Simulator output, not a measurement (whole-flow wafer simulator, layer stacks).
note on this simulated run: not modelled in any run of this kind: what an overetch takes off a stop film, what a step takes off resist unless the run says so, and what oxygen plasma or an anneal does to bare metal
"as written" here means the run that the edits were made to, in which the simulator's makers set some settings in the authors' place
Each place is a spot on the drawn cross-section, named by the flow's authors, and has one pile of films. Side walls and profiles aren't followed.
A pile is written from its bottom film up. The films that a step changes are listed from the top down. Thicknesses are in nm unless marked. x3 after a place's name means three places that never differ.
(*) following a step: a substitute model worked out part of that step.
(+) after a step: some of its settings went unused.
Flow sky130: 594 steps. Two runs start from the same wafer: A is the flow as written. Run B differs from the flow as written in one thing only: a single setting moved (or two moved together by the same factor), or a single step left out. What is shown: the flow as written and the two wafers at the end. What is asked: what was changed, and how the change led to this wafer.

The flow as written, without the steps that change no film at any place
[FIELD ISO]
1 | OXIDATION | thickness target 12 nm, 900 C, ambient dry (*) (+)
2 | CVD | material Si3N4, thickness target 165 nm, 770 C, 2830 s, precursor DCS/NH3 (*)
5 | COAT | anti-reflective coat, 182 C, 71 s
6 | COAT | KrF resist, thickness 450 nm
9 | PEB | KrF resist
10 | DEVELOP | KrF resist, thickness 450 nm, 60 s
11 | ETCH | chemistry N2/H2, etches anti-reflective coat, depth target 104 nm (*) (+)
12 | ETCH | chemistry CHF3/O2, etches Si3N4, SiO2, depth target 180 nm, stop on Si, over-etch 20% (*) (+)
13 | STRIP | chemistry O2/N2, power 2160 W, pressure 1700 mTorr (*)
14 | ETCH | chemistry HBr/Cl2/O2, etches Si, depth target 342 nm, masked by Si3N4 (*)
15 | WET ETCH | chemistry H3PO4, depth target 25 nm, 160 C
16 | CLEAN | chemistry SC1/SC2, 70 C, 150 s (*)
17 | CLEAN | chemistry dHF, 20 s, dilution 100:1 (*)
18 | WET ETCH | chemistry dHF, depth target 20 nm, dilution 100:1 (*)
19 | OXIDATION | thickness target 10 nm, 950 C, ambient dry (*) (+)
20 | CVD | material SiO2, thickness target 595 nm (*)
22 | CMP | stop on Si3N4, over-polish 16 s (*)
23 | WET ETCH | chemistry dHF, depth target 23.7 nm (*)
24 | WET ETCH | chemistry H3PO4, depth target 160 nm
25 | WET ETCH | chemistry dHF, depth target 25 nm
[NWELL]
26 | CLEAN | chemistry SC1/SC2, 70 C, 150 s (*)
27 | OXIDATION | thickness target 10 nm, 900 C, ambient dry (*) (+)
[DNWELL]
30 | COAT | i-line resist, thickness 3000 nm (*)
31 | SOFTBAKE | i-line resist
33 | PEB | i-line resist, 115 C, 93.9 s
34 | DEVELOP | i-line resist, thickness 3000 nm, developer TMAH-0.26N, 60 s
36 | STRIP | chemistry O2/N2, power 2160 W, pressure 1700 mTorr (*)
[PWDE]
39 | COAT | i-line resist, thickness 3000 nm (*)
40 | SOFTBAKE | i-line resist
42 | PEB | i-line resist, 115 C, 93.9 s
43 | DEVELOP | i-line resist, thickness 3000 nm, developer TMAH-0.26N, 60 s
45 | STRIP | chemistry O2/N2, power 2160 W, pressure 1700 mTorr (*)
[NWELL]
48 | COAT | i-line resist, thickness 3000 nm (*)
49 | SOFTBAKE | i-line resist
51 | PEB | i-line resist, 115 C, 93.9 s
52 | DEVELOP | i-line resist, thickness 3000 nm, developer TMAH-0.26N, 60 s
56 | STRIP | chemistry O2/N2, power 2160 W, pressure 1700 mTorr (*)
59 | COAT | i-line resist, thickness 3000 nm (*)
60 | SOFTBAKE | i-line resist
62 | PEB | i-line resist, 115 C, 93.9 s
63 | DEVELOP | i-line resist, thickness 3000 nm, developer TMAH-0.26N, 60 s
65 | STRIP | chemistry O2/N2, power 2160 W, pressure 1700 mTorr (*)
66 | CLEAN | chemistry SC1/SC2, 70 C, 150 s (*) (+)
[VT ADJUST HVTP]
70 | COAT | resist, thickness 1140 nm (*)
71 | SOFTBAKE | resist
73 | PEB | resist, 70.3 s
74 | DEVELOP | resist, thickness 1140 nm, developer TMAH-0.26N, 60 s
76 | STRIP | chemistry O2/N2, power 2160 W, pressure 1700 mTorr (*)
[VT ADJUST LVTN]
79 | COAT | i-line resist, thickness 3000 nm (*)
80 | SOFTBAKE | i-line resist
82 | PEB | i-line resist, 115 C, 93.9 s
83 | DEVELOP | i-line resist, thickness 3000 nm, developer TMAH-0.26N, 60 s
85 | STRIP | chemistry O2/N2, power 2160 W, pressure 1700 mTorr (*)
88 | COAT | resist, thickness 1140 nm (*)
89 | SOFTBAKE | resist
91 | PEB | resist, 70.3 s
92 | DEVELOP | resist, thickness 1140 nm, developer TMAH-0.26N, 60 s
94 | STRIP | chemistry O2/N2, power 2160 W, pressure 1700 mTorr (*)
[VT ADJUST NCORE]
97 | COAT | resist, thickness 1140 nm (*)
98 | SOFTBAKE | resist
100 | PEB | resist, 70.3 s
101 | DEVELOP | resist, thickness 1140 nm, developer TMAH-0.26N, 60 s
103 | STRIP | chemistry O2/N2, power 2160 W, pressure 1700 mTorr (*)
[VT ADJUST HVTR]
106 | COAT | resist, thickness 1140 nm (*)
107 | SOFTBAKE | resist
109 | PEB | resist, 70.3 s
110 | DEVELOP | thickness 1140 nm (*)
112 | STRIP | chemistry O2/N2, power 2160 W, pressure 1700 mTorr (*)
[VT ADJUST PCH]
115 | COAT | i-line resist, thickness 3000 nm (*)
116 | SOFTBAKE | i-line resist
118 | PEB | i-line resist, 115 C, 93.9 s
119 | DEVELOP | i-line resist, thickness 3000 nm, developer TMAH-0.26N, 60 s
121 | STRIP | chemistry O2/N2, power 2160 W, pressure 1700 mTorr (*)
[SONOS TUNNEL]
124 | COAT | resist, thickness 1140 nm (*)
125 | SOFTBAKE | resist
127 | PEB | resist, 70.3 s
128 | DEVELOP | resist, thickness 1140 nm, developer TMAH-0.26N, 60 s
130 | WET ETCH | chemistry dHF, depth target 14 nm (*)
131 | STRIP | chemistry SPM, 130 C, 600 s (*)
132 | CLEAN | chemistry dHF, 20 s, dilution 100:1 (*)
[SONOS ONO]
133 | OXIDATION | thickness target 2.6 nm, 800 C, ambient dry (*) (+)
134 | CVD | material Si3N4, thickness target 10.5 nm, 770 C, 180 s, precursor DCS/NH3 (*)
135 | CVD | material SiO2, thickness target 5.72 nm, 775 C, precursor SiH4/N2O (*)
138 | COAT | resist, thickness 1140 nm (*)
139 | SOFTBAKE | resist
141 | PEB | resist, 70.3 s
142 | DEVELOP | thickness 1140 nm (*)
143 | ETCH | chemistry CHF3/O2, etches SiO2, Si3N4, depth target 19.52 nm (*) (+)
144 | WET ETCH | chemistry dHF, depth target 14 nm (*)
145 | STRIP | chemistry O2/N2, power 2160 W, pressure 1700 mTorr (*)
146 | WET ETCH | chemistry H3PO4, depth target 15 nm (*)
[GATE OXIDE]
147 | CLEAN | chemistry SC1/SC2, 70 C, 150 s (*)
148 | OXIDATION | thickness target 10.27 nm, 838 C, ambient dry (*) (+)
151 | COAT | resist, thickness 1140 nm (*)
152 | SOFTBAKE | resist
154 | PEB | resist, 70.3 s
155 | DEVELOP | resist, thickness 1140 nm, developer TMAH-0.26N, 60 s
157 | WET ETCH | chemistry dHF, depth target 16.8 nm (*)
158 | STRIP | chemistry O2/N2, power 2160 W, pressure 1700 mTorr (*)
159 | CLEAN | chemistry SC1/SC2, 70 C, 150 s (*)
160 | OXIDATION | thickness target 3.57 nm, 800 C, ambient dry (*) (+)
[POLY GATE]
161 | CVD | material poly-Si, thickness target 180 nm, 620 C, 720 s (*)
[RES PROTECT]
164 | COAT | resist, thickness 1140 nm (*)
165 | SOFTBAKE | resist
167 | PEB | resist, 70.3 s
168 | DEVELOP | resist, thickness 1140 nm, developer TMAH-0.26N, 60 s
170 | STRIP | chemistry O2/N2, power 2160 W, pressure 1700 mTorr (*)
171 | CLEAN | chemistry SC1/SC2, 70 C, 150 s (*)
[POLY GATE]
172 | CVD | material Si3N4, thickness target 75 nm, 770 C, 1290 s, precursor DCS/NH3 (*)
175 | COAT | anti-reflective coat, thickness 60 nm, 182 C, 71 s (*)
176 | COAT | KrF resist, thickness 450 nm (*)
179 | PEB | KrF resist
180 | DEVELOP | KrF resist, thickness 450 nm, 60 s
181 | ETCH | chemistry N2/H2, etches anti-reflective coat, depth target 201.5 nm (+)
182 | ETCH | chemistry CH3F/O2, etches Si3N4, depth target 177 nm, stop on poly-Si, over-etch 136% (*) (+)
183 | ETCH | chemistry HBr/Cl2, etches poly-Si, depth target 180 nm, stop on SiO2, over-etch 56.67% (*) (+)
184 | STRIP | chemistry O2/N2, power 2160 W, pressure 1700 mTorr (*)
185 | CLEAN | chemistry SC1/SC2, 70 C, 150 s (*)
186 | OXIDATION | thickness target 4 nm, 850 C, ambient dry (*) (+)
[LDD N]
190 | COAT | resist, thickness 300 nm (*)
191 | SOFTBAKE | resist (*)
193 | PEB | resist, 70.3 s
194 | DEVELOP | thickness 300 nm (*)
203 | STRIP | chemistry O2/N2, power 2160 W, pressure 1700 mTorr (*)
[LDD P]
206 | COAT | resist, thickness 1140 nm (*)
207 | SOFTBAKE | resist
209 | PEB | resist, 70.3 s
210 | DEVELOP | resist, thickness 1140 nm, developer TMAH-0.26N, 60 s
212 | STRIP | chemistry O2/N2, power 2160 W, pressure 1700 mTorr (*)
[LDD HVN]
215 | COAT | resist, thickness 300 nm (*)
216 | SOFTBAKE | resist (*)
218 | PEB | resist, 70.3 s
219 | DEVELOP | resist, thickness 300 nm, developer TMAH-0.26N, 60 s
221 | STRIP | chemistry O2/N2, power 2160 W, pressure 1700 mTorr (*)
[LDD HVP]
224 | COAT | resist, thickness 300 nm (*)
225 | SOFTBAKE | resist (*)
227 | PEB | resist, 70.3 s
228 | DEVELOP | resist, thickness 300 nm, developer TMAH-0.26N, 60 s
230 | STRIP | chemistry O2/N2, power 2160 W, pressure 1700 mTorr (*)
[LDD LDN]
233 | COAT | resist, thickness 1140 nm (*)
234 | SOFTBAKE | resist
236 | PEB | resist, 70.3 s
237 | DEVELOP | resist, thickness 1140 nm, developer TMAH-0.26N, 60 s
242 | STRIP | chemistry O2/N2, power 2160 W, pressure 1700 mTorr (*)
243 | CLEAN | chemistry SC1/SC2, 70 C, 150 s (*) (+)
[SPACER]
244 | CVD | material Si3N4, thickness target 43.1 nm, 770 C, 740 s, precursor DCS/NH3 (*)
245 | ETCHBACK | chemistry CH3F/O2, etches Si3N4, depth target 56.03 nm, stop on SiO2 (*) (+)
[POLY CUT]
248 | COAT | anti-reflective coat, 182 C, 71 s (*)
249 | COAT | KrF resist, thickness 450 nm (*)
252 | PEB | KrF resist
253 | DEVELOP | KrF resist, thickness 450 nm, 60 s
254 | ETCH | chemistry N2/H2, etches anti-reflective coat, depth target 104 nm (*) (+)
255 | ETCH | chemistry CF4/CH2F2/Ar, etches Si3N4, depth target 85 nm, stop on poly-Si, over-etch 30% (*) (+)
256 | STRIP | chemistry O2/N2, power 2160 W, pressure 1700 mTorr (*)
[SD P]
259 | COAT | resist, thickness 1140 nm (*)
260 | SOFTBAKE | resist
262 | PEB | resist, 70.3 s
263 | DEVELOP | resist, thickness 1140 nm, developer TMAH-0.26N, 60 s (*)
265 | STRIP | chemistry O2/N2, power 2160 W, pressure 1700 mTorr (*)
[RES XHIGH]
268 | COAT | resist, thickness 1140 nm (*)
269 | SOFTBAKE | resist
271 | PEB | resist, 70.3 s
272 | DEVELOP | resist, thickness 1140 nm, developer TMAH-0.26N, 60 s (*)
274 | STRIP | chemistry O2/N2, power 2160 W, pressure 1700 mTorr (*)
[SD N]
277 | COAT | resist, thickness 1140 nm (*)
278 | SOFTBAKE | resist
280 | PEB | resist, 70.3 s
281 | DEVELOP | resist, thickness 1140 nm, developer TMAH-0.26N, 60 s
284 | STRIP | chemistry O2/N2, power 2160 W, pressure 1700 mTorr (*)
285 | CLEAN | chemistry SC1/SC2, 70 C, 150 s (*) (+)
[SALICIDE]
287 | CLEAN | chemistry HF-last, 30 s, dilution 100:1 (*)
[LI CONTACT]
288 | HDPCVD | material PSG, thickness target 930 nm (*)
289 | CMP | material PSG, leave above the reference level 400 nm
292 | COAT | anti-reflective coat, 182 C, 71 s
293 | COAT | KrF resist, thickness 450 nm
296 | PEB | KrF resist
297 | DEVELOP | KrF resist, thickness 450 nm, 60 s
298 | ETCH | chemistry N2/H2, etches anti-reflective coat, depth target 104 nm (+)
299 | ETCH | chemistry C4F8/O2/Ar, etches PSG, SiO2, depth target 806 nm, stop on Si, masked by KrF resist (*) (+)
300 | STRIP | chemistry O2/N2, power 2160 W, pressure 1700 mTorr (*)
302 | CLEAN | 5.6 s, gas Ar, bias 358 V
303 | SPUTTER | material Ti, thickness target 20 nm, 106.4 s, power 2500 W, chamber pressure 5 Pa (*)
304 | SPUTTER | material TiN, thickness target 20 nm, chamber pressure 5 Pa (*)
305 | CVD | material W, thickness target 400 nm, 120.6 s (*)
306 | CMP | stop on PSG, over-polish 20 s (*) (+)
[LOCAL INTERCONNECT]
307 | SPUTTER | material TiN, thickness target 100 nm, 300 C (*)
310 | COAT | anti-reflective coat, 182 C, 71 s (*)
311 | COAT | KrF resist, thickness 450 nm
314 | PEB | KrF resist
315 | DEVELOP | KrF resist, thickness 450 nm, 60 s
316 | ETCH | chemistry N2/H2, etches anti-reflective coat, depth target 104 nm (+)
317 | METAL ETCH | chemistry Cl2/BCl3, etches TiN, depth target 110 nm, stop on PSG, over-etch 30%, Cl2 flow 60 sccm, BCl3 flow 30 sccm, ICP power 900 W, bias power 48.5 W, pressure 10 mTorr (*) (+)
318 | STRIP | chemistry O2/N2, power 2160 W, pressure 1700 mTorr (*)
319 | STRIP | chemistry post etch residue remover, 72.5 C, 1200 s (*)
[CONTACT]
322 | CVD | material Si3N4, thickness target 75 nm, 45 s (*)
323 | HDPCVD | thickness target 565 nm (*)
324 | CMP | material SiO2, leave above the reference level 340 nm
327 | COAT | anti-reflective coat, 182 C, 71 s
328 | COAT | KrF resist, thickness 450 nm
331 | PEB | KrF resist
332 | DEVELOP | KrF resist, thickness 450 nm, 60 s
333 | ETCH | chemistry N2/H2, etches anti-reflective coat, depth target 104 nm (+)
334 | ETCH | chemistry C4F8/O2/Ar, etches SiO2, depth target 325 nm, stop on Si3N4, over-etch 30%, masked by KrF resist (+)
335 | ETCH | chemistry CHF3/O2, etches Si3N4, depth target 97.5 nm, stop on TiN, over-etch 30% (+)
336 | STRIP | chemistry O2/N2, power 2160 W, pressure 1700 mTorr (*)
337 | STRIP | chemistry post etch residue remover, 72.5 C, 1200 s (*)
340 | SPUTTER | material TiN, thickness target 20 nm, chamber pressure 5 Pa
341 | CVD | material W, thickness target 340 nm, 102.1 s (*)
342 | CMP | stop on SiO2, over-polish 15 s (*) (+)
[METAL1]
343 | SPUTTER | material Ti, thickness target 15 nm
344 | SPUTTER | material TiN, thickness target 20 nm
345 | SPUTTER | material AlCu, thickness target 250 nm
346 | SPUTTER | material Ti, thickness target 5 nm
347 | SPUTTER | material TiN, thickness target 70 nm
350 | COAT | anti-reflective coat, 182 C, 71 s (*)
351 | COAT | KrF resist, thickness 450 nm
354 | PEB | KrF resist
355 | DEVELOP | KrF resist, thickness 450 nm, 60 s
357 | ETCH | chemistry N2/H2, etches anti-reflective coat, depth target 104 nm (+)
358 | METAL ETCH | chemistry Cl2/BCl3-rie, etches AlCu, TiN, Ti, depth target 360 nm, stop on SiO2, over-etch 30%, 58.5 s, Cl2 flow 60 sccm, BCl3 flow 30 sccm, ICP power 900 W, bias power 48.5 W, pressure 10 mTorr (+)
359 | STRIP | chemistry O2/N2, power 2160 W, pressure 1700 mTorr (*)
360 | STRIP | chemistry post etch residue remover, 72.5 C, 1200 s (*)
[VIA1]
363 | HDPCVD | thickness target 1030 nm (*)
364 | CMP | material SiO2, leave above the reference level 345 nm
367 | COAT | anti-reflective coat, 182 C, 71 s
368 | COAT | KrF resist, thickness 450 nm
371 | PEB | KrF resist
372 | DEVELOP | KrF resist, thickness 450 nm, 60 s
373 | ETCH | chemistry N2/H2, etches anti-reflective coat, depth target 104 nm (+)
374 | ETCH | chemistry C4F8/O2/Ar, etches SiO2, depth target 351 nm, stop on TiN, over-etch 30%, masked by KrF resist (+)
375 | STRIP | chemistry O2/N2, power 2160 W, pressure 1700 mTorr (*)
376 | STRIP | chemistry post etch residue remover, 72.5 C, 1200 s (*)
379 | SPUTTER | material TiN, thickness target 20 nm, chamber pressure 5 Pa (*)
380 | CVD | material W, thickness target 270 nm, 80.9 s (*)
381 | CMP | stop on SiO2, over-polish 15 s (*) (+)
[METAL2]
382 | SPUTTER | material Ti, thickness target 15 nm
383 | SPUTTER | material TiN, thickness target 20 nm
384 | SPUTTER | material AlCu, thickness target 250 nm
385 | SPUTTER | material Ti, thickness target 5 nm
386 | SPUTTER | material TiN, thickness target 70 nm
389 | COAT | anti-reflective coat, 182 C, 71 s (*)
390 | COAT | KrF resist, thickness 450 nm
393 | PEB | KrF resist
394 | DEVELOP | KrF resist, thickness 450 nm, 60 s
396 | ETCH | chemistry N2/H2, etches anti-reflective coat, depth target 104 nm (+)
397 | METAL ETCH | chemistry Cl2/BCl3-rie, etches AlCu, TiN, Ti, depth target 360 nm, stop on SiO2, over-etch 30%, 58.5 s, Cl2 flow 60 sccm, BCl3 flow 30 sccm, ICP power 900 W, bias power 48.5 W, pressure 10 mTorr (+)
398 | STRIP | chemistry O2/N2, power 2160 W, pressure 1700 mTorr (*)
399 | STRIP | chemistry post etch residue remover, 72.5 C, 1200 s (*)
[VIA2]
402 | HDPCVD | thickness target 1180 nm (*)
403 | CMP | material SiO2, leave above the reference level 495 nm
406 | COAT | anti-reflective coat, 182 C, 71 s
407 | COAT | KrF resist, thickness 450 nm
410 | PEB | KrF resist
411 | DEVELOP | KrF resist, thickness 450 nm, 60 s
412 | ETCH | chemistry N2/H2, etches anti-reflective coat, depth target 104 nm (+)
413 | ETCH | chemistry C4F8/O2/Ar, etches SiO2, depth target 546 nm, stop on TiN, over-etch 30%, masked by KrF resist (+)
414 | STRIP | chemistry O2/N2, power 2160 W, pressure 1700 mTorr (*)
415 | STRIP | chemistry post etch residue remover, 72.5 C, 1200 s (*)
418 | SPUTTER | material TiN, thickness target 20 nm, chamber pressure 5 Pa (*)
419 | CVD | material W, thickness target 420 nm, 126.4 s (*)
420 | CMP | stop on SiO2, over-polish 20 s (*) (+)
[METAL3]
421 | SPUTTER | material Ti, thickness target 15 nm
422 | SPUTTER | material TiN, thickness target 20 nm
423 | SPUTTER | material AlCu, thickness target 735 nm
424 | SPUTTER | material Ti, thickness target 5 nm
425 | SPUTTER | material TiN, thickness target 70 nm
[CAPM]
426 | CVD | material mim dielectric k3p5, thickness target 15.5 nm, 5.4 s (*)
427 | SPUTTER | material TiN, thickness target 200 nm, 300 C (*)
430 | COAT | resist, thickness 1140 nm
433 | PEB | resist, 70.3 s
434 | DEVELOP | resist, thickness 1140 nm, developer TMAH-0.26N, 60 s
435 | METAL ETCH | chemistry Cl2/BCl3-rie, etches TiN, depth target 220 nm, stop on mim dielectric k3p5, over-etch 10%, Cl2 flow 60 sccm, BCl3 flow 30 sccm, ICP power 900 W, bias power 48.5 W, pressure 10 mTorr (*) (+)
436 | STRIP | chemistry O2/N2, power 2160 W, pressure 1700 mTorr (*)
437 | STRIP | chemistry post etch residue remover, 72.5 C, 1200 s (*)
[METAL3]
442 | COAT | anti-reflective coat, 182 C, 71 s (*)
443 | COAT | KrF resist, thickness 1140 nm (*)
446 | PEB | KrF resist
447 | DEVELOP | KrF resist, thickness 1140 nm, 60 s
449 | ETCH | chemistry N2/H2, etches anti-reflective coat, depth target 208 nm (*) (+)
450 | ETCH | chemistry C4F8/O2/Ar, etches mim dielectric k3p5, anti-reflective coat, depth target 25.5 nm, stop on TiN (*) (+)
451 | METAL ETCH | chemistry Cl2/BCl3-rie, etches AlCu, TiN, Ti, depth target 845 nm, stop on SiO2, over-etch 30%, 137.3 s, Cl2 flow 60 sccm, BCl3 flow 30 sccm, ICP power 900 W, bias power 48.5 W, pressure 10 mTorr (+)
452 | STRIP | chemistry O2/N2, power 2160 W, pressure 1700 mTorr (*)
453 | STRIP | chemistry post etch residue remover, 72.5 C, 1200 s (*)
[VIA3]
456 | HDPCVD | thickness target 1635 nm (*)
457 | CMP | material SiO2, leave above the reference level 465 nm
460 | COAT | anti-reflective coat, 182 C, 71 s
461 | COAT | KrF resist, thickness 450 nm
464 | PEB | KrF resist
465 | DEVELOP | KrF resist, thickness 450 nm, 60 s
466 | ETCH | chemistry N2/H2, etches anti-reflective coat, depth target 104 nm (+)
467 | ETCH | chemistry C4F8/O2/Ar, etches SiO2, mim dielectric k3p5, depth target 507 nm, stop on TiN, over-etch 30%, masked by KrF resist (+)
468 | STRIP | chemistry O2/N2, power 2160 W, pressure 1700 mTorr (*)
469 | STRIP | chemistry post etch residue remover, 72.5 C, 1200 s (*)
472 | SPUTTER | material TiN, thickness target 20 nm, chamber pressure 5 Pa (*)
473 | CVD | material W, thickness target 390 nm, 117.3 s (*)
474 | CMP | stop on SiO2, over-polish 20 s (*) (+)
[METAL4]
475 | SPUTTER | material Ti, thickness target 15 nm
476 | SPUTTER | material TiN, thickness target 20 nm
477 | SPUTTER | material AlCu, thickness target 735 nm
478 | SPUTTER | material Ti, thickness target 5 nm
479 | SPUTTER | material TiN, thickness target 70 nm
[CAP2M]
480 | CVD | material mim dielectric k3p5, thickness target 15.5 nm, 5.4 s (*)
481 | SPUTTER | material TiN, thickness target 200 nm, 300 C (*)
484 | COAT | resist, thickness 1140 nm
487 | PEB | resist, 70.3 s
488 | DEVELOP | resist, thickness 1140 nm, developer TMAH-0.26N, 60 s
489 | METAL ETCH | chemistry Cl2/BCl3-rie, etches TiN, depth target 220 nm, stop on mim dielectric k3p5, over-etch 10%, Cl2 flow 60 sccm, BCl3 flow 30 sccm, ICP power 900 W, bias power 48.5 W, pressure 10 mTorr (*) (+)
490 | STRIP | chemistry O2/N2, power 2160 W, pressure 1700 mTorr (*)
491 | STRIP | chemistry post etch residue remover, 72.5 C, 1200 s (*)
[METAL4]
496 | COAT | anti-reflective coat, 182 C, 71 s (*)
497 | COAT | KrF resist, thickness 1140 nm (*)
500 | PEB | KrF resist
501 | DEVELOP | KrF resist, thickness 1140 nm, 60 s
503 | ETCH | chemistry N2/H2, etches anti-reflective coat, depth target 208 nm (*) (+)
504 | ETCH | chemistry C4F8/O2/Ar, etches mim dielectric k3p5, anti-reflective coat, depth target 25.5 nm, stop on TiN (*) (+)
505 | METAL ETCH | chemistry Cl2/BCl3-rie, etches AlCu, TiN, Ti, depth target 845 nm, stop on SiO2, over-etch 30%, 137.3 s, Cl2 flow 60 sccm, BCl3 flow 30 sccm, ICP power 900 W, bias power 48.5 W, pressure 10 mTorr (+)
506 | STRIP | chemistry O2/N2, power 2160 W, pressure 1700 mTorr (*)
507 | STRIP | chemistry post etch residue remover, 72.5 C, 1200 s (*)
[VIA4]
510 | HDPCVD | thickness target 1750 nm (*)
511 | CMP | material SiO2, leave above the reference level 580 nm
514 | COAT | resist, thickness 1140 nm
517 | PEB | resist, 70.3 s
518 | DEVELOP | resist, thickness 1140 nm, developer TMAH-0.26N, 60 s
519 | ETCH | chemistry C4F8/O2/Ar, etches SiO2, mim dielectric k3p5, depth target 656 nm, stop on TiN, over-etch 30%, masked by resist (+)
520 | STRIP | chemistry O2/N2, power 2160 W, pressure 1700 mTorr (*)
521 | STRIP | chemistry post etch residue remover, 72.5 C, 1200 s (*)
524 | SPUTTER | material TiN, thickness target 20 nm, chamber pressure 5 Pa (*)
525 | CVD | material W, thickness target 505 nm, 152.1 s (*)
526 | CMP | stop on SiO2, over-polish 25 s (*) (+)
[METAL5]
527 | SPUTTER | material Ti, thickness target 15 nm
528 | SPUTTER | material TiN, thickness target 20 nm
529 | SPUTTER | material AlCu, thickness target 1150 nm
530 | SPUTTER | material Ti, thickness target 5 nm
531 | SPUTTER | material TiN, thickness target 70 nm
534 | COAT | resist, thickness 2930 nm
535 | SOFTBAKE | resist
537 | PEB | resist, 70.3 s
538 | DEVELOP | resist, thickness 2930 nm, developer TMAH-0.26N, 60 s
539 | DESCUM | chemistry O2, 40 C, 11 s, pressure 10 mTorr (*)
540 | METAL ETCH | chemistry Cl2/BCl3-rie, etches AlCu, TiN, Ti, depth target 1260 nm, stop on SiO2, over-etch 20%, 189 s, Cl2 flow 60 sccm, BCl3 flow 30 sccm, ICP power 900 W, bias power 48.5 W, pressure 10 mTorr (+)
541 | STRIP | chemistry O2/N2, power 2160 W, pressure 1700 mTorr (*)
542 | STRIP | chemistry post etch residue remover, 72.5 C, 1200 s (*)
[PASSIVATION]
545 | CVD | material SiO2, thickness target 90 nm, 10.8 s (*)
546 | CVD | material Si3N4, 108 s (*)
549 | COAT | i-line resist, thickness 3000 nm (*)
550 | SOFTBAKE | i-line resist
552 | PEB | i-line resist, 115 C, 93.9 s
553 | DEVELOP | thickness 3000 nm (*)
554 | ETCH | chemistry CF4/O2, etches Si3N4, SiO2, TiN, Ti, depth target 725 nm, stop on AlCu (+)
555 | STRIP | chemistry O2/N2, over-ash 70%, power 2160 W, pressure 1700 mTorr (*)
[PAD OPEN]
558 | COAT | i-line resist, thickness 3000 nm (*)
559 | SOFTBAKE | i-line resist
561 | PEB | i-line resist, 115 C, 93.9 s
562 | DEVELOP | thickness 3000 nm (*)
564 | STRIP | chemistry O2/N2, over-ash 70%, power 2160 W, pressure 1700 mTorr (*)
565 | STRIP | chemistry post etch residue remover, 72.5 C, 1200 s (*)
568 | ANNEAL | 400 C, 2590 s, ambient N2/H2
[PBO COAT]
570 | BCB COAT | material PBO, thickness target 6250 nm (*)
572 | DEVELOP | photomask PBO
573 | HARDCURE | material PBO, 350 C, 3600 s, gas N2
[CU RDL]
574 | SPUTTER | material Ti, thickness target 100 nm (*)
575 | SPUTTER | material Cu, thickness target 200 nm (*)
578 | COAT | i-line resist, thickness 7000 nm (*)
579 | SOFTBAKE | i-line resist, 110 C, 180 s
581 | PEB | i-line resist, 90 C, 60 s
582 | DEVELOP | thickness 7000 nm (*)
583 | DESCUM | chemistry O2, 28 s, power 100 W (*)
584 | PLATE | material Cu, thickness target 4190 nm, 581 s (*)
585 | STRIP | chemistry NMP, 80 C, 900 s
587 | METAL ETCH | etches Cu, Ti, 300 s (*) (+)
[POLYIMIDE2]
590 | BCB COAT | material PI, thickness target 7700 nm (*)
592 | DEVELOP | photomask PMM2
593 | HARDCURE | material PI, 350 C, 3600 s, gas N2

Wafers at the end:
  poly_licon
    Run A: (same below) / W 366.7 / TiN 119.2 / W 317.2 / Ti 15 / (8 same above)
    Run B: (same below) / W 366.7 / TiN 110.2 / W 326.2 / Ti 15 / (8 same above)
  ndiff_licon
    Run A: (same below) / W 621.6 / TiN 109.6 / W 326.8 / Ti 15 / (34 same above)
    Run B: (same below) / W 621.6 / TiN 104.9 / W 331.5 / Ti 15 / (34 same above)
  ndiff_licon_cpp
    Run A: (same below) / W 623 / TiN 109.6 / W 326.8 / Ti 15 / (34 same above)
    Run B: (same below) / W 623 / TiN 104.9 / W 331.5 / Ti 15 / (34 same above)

What caused this: step 340, SPUTTER: thickness target 11 nm was run, though the flow has thickness target 20 nm.

Step by step, how the change led to this:
  340 | SPUTTER | material TiN, thickness target 20 nm, chamber pressure 5 Pa
      field, active, n_well and 184 more: A TiN gains 20 (new film) | B TiN gains 11 (new film)
      ndiff_licon_cpp, rpo_hd_licon: A TiN gains 10.4 | B TiN gains 5.75
      (also at 2 further places)
  342 | CMP | stop on SiO2, over-polish 15 s (*) (+)
      field, active, n_well and 184 more: A W loses 340 (all of it), TiN loses 20 (all of it), SiO2 loses 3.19 | B W loses 340 (all of it), TiN loses 11 (all of it), SiO2 loses 3.19
      ndiff_licon, ndiff_licon_cpp, rpo_hd_licon: A W loses 363.7 | B W loses 354.7
      (also at 1 further place)
